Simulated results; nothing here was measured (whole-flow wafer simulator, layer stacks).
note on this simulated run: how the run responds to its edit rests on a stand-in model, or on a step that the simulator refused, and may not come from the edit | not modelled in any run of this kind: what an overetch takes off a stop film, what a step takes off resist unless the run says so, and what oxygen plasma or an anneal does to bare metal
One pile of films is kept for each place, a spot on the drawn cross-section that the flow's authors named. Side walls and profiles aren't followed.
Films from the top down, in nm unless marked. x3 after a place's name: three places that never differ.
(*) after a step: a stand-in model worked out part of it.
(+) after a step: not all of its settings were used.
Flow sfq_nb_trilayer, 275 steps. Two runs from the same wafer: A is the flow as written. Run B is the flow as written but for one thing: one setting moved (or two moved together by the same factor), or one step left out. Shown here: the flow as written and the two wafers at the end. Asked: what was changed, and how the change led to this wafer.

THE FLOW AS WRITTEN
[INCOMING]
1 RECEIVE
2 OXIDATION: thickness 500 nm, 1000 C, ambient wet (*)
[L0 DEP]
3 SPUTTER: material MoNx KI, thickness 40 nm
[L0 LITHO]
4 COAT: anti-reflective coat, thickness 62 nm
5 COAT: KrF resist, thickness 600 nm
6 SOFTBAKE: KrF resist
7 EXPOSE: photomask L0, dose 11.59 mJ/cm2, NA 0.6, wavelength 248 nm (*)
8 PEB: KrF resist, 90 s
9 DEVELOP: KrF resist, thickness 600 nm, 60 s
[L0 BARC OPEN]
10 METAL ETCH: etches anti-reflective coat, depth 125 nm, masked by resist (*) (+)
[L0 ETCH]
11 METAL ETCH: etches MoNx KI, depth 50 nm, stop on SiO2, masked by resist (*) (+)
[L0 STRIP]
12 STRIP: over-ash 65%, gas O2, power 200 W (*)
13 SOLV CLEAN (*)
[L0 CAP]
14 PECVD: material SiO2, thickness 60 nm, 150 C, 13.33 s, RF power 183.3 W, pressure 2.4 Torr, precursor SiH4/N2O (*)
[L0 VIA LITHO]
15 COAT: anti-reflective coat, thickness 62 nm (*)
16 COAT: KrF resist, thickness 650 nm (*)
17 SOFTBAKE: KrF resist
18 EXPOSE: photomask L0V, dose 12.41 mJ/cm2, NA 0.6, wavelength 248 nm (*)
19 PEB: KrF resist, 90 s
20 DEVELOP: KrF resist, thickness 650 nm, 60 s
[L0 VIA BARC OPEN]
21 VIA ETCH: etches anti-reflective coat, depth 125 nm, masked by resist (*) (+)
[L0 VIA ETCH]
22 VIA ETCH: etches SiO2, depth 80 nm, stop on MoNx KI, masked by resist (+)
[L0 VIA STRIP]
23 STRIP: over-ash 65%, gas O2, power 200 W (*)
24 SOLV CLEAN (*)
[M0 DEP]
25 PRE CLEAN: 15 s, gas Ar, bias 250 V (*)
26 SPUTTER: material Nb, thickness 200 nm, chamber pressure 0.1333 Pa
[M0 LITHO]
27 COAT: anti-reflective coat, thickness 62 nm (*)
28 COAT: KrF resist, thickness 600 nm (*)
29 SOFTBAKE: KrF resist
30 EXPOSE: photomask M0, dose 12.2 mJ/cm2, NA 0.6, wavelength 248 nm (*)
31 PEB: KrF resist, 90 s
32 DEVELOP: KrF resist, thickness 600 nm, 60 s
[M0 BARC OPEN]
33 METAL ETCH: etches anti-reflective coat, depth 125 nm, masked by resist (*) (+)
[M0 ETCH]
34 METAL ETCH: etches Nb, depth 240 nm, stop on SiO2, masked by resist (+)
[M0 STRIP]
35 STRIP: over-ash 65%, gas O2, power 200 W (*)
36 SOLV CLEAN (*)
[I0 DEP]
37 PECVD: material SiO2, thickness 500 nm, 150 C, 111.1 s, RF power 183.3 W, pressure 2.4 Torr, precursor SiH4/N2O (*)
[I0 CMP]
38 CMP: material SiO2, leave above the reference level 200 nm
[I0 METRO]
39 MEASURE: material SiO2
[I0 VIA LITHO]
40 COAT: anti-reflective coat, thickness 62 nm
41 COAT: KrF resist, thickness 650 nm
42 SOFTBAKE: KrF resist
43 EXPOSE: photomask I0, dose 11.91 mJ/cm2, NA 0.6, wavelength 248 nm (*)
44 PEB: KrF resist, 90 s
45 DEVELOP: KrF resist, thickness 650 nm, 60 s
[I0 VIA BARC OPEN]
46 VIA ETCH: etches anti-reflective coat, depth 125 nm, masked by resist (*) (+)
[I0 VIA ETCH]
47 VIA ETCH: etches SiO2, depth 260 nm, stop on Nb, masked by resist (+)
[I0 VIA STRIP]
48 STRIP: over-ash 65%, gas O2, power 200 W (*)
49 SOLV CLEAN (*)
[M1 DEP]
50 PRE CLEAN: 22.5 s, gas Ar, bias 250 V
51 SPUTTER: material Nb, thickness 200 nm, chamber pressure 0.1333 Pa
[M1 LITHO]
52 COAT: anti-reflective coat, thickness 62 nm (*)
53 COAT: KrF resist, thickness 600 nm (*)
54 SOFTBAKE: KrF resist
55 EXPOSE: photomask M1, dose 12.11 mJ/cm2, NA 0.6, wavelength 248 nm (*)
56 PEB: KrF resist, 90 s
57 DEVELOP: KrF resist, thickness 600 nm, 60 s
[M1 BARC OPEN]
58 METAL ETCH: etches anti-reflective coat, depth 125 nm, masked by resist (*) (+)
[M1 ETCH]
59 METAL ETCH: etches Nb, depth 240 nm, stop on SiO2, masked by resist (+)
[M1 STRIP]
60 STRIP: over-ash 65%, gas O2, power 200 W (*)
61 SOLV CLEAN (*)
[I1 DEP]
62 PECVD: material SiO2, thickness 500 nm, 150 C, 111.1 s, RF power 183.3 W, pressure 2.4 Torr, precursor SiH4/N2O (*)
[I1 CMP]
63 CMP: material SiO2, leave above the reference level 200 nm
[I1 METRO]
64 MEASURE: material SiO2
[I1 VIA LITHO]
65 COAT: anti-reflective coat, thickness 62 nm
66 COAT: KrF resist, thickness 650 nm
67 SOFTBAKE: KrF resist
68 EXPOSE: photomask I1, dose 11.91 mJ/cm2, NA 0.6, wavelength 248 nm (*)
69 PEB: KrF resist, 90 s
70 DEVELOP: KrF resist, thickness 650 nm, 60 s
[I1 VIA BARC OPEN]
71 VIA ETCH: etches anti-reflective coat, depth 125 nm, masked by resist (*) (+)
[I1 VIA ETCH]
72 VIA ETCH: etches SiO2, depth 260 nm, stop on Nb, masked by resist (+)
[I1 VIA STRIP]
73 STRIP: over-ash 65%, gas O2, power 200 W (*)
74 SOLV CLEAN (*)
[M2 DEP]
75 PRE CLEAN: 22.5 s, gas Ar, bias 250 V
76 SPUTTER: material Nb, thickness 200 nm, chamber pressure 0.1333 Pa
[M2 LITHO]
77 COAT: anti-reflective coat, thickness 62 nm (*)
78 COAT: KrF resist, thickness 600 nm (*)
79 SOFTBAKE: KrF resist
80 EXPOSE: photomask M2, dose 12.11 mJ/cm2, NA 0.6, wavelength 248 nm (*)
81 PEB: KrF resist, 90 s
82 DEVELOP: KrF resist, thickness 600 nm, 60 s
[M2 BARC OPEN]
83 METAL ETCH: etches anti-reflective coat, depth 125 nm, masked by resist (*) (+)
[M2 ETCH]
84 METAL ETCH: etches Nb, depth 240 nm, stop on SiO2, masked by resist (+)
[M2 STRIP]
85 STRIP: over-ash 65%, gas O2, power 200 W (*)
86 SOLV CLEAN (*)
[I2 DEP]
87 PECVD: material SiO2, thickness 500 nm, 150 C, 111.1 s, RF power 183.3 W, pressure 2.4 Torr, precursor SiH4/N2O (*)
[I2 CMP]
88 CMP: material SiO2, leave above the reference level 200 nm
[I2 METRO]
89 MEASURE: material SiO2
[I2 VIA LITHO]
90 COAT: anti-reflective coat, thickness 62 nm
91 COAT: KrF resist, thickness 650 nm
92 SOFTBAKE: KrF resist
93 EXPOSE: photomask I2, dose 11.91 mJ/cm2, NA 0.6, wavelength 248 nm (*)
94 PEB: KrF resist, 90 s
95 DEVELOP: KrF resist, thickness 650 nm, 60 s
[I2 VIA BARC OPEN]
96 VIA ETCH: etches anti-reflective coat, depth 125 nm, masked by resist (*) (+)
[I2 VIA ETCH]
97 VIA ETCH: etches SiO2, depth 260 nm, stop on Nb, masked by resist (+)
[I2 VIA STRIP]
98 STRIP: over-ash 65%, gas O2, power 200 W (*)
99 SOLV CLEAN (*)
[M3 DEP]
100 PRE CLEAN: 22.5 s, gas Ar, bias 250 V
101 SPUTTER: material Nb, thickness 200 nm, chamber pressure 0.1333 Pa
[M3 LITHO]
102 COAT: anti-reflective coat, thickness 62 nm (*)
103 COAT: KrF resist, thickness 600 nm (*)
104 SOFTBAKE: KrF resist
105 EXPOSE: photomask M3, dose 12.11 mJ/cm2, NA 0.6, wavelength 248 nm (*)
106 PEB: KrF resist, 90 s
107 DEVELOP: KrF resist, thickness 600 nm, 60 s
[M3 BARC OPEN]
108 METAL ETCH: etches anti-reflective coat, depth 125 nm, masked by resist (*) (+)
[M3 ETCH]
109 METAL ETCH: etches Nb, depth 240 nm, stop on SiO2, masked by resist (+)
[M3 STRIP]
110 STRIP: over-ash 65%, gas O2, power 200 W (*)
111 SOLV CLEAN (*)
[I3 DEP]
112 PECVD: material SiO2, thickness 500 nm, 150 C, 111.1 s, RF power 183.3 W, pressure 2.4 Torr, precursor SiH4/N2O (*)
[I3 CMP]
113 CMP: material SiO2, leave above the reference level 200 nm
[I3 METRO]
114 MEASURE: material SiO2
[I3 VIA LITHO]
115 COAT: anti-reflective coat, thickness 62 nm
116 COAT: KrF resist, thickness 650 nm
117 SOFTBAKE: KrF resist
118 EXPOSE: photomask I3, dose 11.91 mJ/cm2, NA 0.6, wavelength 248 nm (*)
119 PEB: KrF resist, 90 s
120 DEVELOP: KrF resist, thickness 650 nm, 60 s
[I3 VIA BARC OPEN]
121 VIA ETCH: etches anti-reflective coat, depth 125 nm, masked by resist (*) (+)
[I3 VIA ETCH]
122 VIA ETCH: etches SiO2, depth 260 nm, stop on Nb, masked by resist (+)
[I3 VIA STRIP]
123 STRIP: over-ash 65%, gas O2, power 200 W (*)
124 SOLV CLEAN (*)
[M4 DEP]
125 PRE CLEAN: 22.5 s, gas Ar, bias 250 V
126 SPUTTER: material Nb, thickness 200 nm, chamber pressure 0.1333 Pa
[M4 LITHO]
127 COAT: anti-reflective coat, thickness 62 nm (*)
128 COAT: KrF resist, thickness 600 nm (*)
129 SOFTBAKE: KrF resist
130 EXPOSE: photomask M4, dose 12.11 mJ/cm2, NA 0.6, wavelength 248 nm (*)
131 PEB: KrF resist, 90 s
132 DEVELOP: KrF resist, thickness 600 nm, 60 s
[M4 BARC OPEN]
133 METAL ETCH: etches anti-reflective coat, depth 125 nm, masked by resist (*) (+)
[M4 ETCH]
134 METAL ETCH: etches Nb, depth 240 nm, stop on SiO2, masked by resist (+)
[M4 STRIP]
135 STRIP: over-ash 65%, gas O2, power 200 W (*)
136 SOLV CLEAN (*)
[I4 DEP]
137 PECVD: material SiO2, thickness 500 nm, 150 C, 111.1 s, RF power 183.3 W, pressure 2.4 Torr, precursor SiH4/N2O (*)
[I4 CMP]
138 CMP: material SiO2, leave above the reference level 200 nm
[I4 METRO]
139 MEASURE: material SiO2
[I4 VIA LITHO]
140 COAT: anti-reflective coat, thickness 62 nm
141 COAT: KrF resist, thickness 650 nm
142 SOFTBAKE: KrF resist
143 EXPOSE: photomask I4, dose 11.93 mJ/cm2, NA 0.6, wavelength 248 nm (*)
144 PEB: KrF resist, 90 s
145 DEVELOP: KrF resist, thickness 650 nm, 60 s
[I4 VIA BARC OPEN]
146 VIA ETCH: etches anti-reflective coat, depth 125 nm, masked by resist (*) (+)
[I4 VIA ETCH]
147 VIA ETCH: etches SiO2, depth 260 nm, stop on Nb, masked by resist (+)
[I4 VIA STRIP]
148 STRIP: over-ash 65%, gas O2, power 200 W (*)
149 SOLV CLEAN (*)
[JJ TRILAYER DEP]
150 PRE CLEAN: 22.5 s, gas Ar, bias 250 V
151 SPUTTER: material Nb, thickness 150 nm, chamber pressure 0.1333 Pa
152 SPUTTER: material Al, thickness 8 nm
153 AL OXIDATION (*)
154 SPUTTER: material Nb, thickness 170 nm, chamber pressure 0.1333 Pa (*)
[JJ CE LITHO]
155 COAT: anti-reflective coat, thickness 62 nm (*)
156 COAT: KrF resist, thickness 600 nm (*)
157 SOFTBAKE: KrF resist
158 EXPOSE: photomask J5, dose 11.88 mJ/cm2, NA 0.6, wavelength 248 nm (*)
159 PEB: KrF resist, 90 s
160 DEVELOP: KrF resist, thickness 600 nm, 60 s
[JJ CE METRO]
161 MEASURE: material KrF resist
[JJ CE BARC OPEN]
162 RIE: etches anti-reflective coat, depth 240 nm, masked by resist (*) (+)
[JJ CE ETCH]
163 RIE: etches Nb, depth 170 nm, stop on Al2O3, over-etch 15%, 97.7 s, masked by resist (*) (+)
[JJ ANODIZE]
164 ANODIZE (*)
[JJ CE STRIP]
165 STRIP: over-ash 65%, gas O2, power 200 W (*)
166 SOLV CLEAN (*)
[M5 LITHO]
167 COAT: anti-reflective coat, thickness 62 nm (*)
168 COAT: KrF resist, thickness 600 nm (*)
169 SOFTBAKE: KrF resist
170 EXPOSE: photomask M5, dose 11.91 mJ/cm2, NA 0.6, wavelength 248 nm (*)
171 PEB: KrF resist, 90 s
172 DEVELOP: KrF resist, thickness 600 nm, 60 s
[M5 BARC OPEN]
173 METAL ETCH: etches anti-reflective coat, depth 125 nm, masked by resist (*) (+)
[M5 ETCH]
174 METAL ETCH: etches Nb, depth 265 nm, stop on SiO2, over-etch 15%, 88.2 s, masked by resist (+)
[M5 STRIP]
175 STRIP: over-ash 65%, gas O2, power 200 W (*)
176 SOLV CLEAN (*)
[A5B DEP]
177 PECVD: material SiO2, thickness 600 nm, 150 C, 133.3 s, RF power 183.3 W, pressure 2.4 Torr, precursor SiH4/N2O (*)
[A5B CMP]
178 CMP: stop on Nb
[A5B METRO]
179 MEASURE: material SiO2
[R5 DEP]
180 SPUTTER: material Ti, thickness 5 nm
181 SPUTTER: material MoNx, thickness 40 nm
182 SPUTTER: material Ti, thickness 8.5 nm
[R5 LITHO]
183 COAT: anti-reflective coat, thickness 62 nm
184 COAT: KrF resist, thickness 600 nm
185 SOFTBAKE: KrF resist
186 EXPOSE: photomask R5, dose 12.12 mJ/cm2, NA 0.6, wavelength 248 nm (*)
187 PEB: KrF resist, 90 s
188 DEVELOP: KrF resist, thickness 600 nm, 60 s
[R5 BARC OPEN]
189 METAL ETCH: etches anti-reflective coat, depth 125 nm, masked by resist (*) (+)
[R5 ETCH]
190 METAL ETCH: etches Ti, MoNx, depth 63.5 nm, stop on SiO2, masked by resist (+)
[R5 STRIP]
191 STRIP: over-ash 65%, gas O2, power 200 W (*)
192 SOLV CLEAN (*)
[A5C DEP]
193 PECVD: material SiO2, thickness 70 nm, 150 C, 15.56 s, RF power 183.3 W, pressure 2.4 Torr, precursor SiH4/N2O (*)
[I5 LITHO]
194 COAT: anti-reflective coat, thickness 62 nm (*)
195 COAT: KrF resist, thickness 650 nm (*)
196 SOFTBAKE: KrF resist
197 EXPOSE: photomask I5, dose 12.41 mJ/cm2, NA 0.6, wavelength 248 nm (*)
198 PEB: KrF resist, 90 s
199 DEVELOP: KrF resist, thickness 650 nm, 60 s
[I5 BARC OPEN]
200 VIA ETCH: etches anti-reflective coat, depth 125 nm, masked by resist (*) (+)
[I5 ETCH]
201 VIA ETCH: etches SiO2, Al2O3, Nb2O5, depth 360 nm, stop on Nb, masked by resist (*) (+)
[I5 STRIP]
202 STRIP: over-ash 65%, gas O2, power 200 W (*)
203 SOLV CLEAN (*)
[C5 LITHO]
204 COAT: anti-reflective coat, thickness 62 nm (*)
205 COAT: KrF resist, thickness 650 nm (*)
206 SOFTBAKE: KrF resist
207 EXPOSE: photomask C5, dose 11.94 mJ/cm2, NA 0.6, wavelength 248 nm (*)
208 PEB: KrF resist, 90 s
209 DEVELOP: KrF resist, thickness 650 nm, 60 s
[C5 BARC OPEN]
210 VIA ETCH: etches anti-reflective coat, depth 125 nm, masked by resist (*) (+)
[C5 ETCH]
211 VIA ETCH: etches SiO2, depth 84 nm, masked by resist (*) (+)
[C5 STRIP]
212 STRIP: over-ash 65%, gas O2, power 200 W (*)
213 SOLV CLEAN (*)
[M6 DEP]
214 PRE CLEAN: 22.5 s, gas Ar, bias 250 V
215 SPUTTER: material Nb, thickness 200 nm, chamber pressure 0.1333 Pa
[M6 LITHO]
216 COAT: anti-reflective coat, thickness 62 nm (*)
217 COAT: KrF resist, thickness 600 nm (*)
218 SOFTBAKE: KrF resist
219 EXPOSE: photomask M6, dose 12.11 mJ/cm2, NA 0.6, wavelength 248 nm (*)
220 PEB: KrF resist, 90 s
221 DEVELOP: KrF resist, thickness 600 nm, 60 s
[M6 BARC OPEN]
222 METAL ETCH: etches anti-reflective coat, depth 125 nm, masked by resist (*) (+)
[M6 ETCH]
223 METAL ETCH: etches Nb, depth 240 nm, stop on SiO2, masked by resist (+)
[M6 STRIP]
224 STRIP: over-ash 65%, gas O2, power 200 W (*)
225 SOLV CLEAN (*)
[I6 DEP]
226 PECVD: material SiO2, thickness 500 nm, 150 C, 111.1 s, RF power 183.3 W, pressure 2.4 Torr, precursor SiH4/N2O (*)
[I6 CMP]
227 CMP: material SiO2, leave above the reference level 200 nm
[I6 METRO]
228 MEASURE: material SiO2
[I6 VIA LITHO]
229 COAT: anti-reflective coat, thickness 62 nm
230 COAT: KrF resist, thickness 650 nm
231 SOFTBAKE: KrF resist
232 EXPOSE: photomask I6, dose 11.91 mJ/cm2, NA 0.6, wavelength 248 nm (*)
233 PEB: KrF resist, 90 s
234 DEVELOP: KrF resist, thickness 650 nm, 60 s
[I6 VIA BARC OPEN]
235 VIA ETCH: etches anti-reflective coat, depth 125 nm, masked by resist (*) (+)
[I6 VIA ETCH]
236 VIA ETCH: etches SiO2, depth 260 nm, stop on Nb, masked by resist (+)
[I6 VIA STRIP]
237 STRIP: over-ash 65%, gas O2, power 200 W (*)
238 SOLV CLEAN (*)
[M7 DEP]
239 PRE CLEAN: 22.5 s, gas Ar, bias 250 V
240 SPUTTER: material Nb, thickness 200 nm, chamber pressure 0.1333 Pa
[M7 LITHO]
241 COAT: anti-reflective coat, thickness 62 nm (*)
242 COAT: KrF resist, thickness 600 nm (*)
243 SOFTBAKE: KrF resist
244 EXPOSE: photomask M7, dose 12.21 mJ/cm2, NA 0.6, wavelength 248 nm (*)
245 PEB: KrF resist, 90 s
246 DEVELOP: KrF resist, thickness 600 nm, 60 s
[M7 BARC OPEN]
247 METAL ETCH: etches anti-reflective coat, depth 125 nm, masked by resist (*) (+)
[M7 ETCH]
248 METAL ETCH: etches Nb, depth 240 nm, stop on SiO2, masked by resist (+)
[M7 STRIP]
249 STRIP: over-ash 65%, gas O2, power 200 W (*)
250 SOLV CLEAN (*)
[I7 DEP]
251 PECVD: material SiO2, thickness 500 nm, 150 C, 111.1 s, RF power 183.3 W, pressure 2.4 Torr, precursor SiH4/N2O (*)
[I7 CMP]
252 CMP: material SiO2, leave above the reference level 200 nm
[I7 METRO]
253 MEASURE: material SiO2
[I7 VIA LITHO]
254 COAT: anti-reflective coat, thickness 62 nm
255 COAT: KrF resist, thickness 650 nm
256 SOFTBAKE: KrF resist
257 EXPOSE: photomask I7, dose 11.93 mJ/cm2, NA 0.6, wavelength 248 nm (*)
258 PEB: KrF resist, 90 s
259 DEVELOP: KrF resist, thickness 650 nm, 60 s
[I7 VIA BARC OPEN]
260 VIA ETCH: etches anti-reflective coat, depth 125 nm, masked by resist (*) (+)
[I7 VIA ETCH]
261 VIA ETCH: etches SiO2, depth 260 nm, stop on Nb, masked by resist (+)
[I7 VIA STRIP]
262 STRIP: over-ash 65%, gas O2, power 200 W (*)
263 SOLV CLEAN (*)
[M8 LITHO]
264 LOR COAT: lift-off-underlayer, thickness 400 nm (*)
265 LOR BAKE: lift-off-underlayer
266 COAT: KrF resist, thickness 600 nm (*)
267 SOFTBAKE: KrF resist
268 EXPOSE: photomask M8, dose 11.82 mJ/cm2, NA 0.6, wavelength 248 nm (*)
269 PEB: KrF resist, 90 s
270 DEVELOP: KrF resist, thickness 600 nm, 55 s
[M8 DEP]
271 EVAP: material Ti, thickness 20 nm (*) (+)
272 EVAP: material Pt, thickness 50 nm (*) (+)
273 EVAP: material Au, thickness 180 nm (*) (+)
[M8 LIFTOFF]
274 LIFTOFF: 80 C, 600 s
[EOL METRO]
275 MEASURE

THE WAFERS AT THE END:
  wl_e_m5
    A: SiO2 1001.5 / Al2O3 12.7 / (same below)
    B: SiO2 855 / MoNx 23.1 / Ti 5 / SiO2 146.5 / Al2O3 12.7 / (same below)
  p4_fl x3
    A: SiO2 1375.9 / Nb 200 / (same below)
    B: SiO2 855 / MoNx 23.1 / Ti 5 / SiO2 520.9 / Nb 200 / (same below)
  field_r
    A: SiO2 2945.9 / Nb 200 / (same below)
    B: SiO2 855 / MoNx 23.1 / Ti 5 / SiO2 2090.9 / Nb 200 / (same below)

The cause: step 190, METAL ETCH: depth 25.4 nm was run, where the flow has depth 63.5 nm.

How the change led to this, step by step:
  190 METAL ETCH: etches Ti, MoNx, depth 63.5 nm, stop on SiO2, masked by resist (+)
      field_l, v_sur, via_wl and 92 more: A Ti -8.5 (all of it), MoNx -40 (all of it), Ti -5 (all of it) | B Ti -8.5 (all of it), MoNx -16.9
      ce_l, c5j, ce_r, wl_jj: A Ti -8.5 (all of it), MoNx -40 (all of it), Ti -5 (all of it), Nb -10 | B Ti -8.5 (all of it), MoNx -16.9
      (and at 7 more places)
  191 STRIP: over-ash 65%, gas O2, power 200 W (*)
      be_r, r_sur, res, r_end, r5r_line_l, r5r_line_c, r5r_line_r: A KrF resist -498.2 (all of it), anti-reflective coat -62 (all of it) | B KrF resist -513.4 (all of it), anti-reflective coat -62 (all of it)
  193 PECVD: material SiO2, thickness 70 nm, 150 C, 15.56 s, RF power 183.3 W, pressure 2.4 Torr, precursor SiH4/N2O (*)
      field_l, v_sur, via_wl and 92 more: A SiO2 +70 | B SiO2 +70 (new film)
  194 COAT: anti-reflective coat, thickness 62 nm (*)
      wl_j_sl, wl_j_sr: A anti-reflective coat +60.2 (new film) | B anti-reflective coat +62 (new film)
      r5r_spacepad_l, r5r_spacepad_r: A anti-reflective coat +84.4 (new film) | B anti-reflective coat +72.4 (new film)
      (and at 15 more places)
  195 COAT: KrF resist, thickness 650 nm (*)
      be_r: A KrF resist +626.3 (new film) | B KrF resist +639.4 (new film)
  201 VIA ETCH: etches SiO2, Al2O3, Nb2O5, depth 360 nm, stop on Nb, masked by resist (*) (+)
      be: A SiO2 -216.4 (all of it), Al2O3 -12.7 (all of it), Nb2O5 -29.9 (all of it) | B SiO2 -69.8 (all of it), MoNx -23.1 (all of it), Ti -5 (all of it), SiO2 -146.5 (all of it), Al2O3 -12.7 (all of it), Nb2O5 -29.9 (all of it)
  202 STRIP: over-ash 65%, gas O2, power 200 W (*)
      wl_j_sl, wl_j_sr: A KrF resist -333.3 (all of it), anti-reflective coat -60.2 (all of it) | B KrF resist -333.3 (all of it), anti-reflective coat -62 (all of it)
      r5r_spacepad_l, r5r_spacepad_r: A KrF resist -335.6 (all of it), anti-reflective coat -84.4 (all of it) | B KrF resist -334.4 (all of it), anti-reflective coat -72.4 (all of it)
      (and at 15 more places)
  204 COAT: anti-reflective coat, thickness 62 nm (*)
      wl_j_sl, wl_j_sr: A anti-reflective coat +60.2 (new film) | B anti-reflective coat +62 (new film)
      r5r_spacepad_l, r5r_spacepad_r: A anti-reflective coat +84.4 (new film) | B anti-reflective coat +72.4 (new film)
      (and at 17 more places)
  205 COAT: KrF resist, thickness 650 nm (*)
      be: A KrF resist +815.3 (new film) | B KrF resist +835.1 (new film)
      be_r: A KrF resist +624.6 (new film) | B KrF resist +637.6 (new film)
  210 VIA ETCH: etches anti-reflective coat, depth 125 nm, masked by resist (*) (+)
      field_l, v_sur, via_wl and 101 more: A KrF resist -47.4 | B KrF resist -49.3
      c5j: A anti-reflective coat -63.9 (all of it), SiO2 -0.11 | B anti-reflective coat -61.2 (all of it), SiO2 -0.14
      (and at 1 more place)
  211 VIA ETCH: etches SiO2, depth 84 nm, masked by resist (*) (+)
      c5j: A SiO2 -69.9 (all of it), Nb -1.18 | B SiO2 -69.9 (all of it)
  212 STRIP: over-ash 65%, gas O2, power 200 W (*)
      wl_j_sl, wl_j_sr: A KrF resist -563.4 (all of it), anti-reflective coat -60.2 (all of it) | B KrF resist -561.3 (all of it), anti-reflective coat -62 (all of it)
      r5r_spacepad_l, r5r_spacepad_r: A KrF resist -565.8 (all of it), anti-reflective coat -84.4 (all of it) | B KrF resist -562.4 (all of it), anti-reflective coat -72.4 (all of it)
      (and at 15 more places)
  214 PRE CLEAN: 22.5 s, gas Ar, bias 250 V
      c5j: A Nb -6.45 | B MoNx -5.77
  215 SPUTTER: material Nb, thickness 200 nm, chamber pressure 0.1333 Pa
      c5j: A Nb +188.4 | B Nb +189.1 (new film)
      be: A Nb +147.3 | B Nb +141.1
  216 COAT: anti-reflective coat, thickness 62 nm (*)
      r5r_line_l, r5r_line_c, r5r_line_r: A anti-reflective coat +50 (new film) | B anti-reflective coat +55.2 (new film)
      wl_j_sl, wl_j_sr: A anti-reflective coat +60.2 (new film) | B anti-reflective coat +62 (new film)
      (and at 17 more places)
  217 COAT: KrF resist, thickness 600 nm (*)
      be: A KrF resist +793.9 (new film) | B KrF resist +824.8 (new film)
      be_r: A KrF resist +570.3 (new film) | B KrF resist +583.4 (new film)
      (and at 2 more places)
  ... 3 more steps ...
  227 CMP: material SiO2, leave above the reference level 200 nm
      ce_l, ce_r, wl_jj: A SiO2 -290 | B SiO2 -300
      be_r, r_sur, r_end: A SiO2 -353.5 | B SiO2 -325.4
      (and at 7 more places)
Counting metal films that touch as one body, wl_e_m5 has 7 bodies (between them, from the top down: SiO2 146.5 / Al2O3 12.7 / Nb2O5 29.9; SiO2 192.5; SiO2 192.5; SiO2 192.5; SiO2 192.5; SiO2 192.5); the flow as written gives 6 bodies (between them, from the top down: SiO2 192.5; SiO2 192.5; SiO2 192.5; SiO2 192.5; SiO2 192.5).
Counting metal films that touch as one body, p4_fl x3 has 3 bodies (between them, from the top down: SiO2 520.9; SiO2 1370); the flow as written gives 2 bodies (between them, from the top down: SiO2 1370).
Counting metal films that touch as one body, field_r has 2 bodies (between them, from the top down: SiO2 2090.9); the flow as written gives 1 body.
